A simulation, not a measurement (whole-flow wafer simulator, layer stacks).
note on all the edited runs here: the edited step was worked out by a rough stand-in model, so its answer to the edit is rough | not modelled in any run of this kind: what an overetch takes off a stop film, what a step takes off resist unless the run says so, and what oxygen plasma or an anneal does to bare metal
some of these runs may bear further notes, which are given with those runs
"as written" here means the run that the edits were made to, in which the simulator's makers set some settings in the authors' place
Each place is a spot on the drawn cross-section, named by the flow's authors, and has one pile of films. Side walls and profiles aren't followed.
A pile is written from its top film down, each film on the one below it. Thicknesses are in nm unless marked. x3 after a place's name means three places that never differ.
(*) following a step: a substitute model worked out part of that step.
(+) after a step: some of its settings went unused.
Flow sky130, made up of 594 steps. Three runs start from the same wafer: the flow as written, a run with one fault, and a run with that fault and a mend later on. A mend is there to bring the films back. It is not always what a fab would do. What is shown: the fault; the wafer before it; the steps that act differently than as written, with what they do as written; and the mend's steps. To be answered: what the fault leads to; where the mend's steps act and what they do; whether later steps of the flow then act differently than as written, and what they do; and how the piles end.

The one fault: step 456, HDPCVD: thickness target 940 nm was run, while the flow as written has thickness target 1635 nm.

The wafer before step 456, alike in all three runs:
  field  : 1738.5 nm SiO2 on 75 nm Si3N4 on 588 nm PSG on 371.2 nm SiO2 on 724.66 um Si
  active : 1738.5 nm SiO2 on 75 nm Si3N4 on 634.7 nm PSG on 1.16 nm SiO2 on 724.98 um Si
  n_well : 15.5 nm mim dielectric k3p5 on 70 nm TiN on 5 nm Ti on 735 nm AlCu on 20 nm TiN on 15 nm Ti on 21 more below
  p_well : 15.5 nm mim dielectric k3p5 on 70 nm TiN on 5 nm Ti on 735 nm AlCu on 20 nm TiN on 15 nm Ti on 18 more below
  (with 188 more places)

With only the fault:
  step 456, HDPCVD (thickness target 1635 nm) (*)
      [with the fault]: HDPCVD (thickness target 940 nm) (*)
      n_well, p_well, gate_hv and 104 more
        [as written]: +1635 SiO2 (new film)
        [with the fault]: +940 SiO2 (new film)
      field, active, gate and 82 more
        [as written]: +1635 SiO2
        [with the fault]: +940 SiO2
  Steps later in the flow that act otherwise than as written (20 other steps are not shown; they differ only slightly, by no more than 2% or 0.5 nm, whichever is larger):
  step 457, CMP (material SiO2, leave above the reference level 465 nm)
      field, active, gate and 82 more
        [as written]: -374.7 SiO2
        [with the fault]: nothing
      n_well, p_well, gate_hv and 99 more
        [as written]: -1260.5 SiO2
        [with the fault]: -565.5 SiO2
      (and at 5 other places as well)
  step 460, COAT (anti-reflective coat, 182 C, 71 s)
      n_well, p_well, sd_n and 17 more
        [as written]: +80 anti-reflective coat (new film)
        [with the fault]: +3 anti-reflective coat (new film)
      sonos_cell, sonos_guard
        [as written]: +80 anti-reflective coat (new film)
        [with the fault]: +189.5 anti-reflective coat (new film)
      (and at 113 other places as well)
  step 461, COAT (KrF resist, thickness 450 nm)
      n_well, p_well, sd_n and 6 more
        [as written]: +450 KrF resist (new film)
        [with the fault]: +186.1 KrF resist (new film)
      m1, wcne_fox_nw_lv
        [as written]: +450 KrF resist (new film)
        [with the fault]: +329 KrF resist (new film)
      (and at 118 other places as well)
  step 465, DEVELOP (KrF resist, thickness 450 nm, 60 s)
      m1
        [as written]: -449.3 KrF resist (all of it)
        [with the fault]: -328.5 KrF resist (all of it)
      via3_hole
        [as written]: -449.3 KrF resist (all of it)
        [with the fault]: -224.7 KrF resist (all of it)
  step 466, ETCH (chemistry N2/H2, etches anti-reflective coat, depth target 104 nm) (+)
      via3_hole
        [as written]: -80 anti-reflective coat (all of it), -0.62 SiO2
        [with the fault]: -31.4 anti-reflective coat (all of it)
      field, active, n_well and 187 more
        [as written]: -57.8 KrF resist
        [with the fault]: -17.4 KrF resist
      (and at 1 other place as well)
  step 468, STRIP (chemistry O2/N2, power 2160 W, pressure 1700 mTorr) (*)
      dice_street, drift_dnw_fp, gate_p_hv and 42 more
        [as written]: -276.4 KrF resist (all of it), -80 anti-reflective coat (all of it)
        [with the fault]: -316.8 KrF resist (all of it), -80 anti-reflective coat (all of it)
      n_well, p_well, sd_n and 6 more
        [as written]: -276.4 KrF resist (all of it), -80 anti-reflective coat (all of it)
        [with the fault]: -53.3 KrF resist (all of it), -3 anti-reflective coat (all of it)
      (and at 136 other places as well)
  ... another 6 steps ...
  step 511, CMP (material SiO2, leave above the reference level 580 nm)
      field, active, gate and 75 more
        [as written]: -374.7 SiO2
        [with the fault]: -393.2 SiO2
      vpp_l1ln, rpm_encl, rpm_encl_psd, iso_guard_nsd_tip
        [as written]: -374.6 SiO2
        [with the fault]: -393.2 SiO2
  At field, active, gate and 84 more, the piles at the end differ from the flow's by more than 2% or 0.5 nm, whichever is larger.
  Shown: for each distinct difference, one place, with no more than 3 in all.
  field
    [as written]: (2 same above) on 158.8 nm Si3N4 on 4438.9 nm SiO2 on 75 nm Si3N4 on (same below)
    [with the fault]: (2 same above) on 158.8 nm Si3N4 on 1451.3 nm SiO2 on 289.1 nm W on 20 nm TiN on 2678.5 nm SiO2 on 75 nm Si3N4 on (same below)
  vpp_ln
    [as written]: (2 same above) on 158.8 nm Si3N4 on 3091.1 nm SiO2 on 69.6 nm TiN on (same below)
    [with the fault]: (2 same above) on 158.8 nm Si3N4 on 1451.3 nm SiO2 on 289.1 nm W on 20 nm TiN on 1330.7 nm SiO2 on 69.6 nm TiN on (same below)
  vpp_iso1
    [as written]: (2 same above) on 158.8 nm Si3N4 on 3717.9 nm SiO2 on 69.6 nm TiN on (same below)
    [with the fault]: (2 same above) on 158.8 nm Si3N4 on 1451.3 nm SiO2 on 289.1 nm W on 20 nm TiN on 1957.5 nm SiO2 on 69.6 nm TiN on (same below)

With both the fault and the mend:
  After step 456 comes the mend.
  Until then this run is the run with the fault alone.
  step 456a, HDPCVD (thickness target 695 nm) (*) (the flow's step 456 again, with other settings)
      field, active, n_well and 189 more
        +695 SiO2
  Later steps of the flow that are run all act as written at every place that is followed.
  At every place that both follow, the piles at the end match the flow's.
